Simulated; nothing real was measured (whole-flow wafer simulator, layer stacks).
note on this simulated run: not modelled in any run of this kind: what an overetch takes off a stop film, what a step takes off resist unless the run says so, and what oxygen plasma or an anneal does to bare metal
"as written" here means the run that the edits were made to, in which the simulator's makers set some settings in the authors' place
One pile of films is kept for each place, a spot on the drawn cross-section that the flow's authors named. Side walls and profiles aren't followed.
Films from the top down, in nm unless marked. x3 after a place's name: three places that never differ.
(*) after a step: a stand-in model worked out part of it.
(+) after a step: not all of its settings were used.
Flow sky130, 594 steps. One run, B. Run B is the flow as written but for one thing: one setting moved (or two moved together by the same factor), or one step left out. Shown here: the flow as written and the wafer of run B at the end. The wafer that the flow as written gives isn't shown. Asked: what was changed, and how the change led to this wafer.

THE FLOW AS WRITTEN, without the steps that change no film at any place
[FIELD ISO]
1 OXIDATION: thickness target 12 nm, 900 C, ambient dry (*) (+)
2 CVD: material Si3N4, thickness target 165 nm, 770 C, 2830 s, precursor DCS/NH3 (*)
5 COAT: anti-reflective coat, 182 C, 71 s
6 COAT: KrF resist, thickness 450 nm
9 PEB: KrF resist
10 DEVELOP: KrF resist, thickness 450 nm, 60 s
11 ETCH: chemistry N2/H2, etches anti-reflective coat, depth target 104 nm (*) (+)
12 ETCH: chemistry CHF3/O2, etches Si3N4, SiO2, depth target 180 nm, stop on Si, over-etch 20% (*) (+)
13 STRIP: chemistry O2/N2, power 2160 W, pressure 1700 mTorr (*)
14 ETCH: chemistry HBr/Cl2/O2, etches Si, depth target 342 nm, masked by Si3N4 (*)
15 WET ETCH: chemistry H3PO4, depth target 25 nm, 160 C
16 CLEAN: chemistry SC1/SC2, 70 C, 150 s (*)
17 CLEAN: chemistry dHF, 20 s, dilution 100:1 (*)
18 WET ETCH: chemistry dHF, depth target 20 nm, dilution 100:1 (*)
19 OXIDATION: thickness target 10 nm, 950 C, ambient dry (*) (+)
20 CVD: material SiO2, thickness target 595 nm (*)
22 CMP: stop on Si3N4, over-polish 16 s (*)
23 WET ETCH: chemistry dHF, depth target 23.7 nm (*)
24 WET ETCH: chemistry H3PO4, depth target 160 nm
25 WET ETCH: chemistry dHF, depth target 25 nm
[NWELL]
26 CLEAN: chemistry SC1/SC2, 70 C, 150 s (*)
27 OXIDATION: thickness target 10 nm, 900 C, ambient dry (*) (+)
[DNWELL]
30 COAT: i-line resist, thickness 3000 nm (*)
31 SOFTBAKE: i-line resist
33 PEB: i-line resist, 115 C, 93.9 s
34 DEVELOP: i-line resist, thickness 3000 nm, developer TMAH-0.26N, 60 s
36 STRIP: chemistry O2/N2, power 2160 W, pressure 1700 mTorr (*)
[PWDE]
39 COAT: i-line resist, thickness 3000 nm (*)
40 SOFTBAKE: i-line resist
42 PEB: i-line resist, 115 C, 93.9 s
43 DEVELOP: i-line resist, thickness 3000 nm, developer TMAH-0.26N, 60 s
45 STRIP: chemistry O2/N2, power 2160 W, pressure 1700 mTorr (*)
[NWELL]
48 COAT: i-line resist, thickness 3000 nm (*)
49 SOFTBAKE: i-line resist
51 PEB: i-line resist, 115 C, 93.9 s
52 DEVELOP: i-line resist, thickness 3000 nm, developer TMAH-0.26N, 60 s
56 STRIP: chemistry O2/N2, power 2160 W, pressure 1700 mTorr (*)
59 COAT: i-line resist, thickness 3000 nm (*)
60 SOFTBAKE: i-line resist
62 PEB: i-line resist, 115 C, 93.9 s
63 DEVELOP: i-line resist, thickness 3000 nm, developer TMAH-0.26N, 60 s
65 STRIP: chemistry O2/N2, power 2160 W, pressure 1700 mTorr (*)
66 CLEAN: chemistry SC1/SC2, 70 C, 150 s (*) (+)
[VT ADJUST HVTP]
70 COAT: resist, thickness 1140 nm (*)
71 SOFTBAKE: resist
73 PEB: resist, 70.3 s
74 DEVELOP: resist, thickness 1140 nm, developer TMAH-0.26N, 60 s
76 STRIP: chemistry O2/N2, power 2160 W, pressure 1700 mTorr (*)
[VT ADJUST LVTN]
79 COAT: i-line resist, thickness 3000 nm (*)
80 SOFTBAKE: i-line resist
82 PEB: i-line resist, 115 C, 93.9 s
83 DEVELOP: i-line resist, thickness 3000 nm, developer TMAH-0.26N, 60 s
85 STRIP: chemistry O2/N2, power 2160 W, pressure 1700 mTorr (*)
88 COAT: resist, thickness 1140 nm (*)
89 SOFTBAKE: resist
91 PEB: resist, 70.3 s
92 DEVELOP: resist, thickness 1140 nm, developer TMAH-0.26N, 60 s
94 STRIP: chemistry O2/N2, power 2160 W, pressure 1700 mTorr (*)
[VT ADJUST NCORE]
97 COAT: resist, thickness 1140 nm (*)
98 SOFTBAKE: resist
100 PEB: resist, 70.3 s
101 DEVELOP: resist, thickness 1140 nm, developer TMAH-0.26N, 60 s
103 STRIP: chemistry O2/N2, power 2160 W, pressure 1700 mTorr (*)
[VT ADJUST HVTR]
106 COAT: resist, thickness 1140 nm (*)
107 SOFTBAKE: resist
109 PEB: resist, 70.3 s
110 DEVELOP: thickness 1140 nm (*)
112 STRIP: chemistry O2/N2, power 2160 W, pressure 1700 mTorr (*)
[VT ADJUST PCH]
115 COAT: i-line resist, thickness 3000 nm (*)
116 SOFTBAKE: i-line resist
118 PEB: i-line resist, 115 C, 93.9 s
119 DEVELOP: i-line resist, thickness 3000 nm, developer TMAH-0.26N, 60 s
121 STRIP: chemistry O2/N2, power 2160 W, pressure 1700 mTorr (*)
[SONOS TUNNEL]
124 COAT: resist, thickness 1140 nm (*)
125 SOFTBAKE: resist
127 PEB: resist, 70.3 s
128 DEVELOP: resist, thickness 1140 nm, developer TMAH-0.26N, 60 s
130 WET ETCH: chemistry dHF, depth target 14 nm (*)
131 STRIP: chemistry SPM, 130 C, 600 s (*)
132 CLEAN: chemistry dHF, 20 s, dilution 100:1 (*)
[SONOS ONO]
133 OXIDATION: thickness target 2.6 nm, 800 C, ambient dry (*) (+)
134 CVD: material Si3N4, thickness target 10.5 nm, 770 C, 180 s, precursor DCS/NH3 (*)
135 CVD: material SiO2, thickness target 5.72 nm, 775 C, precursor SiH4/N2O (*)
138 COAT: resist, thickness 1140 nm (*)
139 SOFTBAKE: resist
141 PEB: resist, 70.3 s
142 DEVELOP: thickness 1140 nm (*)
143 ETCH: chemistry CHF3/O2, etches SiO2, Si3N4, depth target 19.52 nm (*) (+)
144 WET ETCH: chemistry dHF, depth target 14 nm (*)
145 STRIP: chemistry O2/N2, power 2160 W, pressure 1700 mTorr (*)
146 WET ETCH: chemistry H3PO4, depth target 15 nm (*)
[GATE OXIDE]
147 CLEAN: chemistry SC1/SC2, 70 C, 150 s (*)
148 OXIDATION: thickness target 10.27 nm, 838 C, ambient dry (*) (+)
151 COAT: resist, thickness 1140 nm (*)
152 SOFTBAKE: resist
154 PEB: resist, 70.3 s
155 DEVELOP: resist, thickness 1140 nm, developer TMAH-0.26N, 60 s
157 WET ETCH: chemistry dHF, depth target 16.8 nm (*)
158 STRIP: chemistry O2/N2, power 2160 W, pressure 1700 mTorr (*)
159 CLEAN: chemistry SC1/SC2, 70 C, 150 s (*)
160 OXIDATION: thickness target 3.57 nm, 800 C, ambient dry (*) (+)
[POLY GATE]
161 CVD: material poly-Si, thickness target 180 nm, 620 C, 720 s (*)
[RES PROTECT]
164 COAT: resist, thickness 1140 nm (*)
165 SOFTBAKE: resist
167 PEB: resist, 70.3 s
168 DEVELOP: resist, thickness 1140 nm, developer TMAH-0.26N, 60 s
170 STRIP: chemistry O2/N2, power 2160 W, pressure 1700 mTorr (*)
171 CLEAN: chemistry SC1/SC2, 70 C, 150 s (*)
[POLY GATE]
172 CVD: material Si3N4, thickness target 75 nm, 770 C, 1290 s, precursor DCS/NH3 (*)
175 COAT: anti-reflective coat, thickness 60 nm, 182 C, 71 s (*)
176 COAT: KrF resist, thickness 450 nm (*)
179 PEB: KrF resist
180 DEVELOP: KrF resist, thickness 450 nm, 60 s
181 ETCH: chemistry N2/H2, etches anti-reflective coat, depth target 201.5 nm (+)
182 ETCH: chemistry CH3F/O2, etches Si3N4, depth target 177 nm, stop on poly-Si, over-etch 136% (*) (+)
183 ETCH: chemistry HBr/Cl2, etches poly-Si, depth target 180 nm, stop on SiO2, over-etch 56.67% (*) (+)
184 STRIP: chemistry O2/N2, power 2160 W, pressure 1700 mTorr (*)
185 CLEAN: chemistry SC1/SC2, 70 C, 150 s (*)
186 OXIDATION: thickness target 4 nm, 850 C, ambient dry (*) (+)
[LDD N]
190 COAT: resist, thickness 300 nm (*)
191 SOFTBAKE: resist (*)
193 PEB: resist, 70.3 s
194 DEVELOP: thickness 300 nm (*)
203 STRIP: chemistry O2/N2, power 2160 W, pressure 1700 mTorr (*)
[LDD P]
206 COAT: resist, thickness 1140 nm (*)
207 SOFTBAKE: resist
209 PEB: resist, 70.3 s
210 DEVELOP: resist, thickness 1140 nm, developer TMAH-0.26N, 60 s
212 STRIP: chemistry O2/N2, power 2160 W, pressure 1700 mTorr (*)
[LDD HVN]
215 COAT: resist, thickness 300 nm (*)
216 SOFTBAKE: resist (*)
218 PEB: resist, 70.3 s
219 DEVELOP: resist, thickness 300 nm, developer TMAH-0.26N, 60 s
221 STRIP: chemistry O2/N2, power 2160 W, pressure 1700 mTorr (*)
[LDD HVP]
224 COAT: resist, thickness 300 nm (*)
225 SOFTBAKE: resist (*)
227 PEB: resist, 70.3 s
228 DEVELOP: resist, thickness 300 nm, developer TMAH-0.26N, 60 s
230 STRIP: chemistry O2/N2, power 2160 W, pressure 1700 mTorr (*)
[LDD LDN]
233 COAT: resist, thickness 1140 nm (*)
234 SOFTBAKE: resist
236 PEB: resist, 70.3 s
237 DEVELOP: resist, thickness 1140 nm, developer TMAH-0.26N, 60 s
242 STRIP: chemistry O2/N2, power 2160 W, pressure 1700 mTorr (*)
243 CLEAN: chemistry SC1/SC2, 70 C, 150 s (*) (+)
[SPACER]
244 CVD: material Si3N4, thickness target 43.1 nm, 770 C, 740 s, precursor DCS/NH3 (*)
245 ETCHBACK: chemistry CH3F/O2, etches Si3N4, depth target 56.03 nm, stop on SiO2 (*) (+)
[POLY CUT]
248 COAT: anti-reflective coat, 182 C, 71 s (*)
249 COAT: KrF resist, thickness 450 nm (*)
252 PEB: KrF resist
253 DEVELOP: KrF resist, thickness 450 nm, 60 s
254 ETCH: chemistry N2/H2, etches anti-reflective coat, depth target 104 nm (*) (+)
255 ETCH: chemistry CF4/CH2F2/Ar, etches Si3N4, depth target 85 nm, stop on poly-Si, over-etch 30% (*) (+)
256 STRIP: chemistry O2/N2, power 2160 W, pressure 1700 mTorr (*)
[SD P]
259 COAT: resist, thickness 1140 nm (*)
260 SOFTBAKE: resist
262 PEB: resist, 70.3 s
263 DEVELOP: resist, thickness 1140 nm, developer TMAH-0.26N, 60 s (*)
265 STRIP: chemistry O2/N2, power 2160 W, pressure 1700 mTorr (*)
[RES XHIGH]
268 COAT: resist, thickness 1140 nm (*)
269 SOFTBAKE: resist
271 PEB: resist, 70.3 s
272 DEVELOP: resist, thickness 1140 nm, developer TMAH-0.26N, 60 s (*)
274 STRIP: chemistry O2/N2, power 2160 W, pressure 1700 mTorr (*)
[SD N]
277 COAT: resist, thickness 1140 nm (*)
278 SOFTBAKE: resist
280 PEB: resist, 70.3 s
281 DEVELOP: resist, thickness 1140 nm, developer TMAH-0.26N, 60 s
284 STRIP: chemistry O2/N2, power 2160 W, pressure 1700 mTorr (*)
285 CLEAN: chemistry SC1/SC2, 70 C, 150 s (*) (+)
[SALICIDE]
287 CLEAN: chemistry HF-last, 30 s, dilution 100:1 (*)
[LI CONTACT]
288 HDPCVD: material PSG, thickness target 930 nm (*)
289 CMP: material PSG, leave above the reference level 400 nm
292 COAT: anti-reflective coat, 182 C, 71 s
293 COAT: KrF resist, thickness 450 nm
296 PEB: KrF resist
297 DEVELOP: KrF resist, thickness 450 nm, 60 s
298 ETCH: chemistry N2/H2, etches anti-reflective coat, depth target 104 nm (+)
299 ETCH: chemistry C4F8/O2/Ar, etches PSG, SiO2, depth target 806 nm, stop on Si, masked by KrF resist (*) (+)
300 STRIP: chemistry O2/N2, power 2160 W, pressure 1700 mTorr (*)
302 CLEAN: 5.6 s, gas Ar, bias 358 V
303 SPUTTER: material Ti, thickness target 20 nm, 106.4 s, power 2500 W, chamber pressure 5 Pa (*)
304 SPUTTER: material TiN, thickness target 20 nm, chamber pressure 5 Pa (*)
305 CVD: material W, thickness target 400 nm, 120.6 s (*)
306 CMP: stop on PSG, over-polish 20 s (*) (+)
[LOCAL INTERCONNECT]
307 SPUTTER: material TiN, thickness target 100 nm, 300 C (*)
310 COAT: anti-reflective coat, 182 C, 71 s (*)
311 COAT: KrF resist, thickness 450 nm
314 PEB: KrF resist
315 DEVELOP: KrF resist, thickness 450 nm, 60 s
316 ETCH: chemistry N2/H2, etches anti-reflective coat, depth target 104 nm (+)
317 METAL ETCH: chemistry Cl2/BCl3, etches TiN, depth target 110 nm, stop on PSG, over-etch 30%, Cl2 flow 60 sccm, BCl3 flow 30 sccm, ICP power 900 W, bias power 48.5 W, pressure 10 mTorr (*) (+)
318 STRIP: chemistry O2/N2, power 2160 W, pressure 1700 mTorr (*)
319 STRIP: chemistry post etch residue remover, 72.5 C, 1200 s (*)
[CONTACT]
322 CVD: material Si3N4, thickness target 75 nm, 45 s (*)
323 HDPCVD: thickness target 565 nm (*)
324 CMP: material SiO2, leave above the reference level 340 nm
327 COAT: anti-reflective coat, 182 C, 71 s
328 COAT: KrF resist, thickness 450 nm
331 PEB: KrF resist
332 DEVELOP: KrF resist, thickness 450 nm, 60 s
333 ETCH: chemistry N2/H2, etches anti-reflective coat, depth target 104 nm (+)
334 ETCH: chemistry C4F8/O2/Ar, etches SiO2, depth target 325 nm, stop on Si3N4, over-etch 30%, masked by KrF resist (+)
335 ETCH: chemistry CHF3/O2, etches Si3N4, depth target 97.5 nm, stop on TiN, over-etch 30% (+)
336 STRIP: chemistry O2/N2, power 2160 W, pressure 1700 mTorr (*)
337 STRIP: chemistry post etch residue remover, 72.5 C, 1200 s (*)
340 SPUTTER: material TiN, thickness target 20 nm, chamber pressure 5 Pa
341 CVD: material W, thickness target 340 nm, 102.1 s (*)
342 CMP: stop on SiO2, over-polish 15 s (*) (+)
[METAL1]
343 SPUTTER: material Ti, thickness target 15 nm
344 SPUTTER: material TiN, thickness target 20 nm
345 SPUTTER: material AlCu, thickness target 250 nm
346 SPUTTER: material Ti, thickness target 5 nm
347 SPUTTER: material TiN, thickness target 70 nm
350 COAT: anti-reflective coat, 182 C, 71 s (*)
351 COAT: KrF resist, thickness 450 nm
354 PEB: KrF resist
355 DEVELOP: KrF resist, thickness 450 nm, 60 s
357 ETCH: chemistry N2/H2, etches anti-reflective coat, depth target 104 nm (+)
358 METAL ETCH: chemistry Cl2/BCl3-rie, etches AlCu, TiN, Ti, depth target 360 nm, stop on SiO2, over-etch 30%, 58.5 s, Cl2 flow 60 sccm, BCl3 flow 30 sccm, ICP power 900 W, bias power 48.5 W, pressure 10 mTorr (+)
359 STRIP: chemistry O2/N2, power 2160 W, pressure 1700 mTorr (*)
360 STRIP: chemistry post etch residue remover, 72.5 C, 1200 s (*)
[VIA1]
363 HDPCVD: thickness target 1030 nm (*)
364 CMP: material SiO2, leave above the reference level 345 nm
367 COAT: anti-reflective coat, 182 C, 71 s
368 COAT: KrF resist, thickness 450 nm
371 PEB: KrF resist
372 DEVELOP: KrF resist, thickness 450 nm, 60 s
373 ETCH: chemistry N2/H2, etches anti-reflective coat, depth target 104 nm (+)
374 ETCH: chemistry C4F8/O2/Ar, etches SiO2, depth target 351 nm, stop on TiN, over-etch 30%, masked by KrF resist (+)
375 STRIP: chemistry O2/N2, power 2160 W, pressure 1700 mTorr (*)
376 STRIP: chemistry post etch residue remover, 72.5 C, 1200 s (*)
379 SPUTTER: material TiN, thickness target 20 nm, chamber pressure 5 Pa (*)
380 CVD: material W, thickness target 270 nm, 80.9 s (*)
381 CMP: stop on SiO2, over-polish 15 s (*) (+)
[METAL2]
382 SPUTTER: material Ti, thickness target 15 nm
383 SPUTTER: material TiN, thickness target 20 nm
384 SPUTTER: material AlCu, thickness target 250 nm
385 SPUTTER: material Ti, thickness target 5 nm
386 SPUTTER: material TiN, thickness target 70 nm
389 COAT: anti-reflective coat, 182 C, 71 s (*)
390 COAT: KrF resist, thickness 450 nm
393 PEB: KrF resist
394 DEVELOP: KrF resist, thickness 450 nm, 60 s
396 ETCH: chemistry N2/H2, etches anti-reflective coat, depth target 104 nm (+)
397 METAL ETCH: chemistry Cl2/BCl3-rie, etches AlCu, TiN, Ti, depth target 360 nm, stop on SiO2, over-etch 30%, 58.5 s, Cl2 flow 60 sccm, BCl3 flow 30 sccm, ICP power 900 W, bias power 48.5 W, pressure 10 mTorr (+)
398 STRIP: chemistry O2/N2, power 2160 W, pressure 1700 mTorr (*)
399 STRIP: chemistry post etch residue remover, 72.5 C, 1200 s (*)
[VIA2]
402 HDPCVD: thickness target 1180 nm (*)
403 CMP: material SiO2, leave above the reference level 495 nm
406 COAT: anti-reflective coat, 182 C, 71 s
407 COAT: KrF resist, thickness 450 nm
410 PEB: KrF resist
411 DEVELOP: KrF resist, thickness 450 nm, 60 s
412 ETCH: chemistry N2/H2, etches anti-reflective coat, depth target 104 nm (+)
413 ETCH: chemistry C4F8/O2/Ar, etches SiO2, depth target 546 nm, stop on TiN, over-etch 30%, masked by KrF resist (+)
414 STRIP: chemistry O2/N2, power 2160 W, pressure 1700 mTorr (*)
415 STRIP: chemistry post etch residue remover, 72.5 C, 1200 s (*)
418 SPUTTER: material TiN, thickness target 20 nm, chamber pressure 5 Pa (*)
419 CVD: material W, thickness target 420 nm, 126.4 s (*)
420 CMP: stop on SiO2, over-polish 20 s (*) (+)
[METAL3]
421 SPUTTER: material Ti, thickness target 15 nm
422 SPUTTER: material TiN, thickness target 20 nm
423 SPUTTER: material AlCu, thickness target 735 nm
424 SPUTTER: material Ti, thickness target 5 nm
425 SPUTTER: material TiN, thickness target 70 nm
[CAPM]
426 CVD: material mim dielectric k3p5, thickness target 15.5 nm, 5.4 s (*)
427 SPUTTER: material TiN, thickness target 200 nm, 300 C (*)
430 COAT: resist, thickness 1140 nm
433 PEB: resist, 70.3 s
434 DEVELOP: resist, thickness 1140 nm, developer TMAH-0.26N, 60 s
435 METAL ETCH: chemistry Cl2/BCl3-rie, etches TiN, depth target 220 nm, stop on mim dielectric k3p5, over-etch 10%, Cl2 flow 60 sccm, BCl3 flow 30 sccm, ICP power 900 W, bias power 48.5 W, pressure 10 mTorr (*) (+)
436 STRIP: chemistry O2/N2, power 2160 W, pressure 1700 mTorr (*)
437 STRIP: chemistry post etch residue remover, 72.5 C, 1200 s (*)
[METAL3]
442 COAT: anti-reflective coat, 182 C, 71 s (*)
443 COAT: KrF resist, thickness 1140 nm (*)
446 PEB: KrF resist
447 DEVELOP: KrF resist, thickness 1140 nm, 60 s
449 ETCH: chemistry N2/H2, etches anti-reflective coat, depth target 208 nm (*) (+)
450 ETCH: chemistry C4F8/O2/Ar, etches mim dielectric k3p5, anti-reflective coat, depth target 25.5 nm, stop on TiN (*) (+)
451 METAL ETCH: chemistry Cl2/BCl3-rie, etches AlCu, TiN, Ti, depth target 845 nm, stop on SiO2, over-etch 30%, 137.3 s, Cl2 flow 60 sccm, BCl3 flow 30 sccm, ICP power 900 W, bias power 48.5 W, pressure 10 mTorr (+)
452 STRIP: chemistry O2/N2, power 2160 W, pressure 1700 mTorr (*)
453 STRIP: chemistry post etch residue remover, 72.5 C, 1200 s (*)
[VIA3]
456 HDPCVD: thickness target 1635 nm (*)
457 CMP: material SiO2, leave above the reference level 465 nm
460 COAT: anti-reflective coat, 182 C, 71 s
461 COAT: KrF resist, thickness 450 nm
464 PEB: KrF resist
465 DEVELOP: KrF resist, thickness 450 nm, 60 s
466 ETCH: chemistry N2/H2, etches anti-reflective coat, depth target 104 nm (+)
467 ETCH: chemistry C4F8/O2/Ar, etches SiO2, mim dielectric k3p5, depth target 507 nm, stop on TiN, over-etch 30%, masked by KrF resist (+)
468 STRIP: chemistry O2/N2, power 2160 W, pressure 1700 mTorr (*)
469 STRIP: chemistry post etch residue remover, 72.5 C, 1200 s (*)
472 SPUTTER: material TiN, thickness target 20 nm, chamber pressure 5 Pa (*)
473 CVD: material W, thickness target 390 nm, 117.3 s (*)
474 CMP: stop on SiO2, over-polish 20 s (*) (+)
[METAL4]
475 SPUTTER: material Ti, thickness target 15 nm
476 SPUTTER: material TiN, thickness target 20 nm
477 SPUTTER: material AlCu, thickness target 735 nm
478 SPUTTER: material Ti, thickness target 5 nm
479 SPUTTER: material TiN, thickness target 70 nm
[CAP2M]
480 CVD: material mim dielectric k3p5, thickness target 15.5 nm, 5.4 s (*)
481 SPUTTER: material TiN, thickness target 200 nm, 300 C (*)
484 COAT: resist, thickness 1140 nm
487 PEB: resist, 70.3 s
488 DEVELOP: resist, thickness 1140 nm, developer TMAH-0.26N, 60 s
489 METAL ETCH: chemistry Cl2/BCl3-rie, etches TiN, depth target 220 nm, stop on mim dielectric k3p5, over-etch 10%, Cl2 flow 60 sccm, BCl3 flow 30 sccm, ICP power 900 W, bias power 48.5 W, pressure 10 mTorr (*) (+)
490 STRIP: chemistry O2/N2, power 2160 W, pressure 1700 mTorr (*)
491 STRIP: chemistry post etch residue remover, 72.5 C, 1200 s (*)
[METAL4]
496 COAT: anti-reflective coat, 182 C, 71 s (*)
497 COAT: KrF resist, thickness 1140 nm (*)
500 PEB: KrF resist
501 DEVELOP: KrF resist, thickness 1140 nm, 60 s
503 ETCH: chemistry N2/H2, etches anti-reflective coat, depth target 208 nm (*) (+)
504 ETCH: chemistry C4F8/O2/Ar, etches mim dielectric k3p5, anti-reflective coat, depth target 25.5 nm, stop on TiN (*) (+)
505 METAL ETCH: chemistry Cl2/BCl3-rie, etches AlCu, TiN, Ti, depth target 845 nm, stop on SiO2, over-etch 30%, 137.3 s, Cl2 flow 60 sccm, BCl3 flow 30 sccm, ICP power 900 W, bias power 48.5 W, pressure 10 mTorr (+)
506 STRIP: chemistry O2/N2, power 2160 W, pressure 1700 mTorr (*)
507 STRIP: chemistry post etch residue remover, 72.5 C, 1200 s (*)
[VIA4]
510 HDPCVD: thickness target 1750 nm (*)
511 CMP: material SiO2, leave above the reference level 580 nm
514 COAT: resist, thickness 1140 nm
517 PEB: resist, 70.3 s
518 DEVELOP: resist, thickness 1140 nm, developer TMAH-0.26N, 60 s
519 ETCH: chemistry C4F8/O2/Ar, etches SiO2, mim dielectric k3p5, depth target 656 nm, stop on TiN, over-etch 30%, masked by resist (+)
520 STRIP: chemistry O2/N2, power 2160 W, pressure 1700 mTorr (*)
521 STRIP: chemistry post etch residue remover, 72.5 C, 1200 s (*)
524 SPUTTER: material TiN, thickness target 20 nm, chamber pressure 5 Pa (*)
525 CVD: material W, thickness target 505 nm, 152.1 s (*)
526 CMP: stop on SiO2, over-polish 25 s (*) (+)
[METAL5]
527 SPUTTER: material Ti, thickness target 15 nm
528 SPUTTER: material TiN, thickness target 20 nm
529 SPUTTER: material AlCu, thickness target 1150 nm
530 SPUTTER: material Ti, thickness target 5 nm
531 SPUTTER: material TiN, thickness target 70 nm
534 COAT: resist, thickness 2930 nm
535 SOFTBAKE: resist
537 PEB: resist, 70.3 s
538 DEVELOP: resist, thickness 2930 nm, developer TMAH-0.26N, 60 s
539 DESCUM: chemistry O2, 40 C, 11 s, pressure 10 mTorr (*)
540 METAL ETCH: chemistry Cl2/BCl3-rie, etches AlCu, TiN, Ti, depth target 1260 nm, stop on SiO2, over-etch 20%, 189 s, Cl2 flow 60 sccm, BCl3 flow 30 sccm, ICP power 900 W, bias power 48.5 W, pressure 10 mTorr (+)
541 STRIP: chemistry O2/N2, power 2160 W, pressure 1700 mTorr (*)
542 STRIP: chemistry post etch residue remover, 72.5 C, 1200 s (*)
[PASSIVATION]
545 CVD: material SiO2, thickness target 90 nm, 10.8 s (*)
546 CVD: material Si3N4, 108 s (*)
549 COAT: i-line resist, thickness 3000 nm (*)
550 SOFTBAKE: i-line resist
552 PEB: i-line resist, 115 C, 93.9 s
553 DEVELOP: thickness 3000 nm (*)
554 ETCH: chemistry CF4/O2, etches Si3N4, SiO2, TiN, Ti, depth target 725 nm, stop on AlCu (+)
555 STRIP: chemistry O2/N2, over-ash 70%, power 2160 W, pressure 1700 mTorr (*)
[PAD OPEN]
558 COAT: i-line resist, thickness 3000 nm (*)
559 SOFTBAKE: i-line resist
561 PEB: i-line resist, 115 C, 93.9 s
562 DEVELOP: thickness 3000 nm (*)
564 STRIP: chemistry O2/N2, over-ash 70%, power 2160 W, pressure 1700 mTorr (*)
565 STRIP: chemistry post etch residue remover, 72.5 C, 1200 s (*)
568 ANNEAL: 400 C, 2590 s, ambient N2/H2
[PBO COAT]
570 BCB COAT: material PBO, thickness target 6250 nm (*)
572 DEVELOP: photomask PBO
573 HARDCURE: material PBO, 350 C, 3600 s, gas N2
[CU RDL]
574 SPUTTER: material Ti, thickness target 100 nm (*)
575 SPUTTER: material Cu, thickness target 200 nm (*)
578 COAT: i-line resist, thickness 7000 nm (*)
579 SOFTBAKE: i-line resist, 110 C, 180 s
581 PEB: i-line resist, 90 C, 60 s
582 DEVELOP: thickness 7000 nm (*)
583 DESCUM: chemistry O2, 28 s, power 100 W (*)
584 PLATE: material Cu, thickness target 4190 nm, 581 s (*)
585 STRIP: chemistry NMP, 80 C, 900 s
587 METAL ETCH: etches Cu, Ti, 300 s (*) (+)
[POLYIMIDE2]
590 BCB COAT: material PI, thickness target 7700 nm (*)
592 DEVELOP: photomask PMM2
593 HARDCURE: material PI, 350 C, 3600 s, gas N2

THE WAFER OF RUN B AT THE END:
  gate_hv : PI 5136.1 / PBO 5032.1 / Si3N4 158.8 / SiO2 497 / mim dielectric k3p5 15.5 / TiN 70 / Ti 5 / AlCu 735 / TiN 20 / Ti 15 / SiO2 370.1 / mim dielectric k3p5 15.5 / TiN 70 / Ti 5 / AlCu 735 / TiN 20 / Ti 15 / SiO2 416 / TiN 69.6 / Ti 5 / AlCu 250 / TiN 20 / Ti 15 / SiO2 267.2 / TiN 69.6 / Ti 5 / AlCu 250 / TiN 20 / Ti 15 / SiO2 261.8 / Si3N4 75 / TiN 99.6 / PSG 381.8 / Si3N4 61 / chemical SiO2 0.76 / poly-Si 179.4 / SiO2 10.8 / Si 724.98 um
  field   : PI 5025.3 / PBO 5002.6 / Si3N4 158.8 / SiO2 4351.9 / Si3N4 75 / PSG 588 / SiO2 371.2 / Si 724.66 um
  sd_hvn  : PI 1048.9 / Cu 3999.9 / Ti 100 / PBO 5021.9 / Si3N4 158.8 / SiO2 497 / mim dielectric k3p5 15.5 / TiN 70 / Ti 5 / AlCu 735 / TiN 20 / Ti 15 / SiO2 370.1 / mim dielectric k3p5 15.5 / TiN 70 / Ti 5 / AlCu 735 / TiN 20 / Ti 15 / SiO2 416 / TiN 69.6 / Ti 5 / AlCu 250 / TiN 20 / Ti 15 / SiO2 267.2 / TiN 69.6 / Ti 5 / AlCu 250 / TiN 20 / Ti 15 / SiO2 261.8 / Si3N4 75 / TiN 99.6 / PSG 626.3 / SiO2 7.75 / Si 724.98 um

The cause: step 511, CMP: leave above the reference level 493 nm was run, where the flow has leave above the reference level 580 nm.

How the change led to this, step by step:
  511 CMP: material SiO2, leave above the reference level 580 nm
      n_well, p_well, gate_hv and 99 more: SiO2 -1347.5 (as written it would be: SiO2 -1260.5)
      field, active, gate and 77 more: SiO2 -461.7 (as written it would be: SiO2 -374.7)
      (and at 11 more places)
  519 ETCH: chemistry C4F8/O2/Ar, etches SiO2, mim dielectric k3p5, depth target 656 nm, stop on TiN, over-etch 30%, masked by resist (+)
      field, active, n_well and 188 more: resist -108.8 (as written it would be: resist -131.2)
      m1: SiO2 -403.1 (all of it), mim dielectric k3p5 -15.5 (all of it) (as written it would be: SiO2 -490.1 (all of it), mim dielectric k3p5 -15.5 (all of it))
      (and at 1 more place)
  520 STRIP: chemistry O2/N2, power 2160 W, pressure 1700 mTorr (*)
      field, active, n_well and 188 more: resist -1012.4 (all of it) (as written it would be: resist -990.1 (all of it))
  524 SPUTTER: material TiN, thickness target 20 nm, chamber pressure 5 Pa (*)
      m1, via4_hole: TiN +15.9 (as written it would be: TiN +15.3)
  525 CVD: material W, thickness target 505 nm, 152.1 s (*)
      m1: W +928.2 (new film) (as written it would be: W +1015.8 (new film))
      via4_hole: W +927.6 (new film) (as written it would be: W +1015.2 (new film))
